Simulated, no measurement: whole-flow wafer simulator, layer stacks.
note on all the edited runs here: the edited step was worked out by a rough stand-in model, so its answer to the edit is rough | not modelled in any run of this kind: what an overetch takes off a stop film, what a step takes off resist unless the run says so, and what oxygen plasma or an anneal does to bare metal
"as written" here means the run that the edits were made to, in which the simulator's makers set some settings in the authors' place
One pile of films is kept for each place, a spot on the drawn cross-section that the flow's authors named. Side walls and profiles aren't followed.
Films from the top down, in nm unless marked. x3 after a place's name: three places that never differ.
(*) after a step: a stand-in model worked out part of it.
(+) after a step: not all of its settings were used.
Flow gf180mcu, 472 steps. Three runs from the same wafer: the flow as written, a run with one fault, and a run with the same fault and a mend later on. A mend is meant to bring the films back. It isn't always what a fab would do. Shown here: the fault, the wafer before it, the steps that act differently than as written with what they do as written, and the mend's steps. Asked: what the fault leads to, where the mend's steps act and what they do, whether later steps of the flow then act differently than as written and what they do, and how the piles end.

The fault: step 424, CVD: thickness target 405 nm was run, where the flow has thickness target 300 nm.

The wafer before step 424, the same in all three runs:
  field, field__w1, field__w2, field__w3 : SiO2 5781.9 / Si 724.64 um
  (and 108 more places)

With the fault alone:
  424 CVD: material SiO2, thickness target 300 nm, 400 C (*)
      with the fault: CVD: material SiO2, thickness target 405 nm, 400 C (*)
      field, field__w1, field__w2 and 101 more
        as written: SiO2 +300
        with the fault: SiO2 +405
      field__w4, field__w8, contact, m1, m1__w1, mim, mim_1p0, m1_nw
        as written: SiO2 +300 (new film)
        with the fault: SiO2 +405 (new film)
  Later steps of the flow that act differently than as written (2 more steps differ only slightly, by at most 2% or 0.5 nm, whichever is larger, and aren't shown):
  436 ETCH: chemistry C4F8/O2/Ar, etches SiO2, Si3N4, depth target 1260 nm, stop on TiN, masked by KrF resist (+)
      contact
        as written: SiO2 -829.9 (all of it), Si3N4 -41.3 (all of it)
        with the fault: SiO2 -934.9 (all of it), Si3N4 -41.3 (all of it)
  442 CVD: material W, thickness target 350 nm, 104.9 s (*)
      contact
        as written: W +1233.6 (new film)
        with the fault: W +1339.4 (new film)
  At the end the piles differ from the flow's by more than 2% or 0.5 nm, whichever is larger, at field__w4, field__w8, contact, m1, m1__w1, mim, mim_1p0, m1_nw.
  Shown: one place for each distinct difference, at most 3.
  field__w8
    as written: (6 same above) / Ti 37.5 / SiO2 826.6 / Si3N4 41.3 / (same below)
    with the fault: (6 same above) / Ti 37.5 / SiO2 931.6 / Si3N4 41.3 / (same below)
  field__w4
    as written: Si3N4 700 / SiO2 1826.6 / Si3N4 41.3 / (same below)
    with the fault: Si3N4 700 / SiO2 1931.6 / Si3N4 41.3 / (same below)
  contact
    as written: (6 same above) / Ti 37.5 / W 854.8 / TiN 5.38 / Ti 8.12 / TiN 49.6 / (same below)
    with the fault: (6 same above) / Ti 37.5 / W 960.6 / TiN 5.07 / Ti 7.65 / TiN 49.6 / (same below)

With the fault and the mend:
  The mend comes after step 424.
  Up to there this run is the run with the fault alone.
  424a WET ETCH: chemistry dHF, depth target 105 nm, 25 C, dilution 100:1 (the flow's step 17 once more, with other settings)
      field, field__w1, field__w2 and 109 more
        SiO2 -105
  No later step of the flow acts differently than as written at any place that is followed.
  At the end the piles are the same as the flow's at every place that both follow.
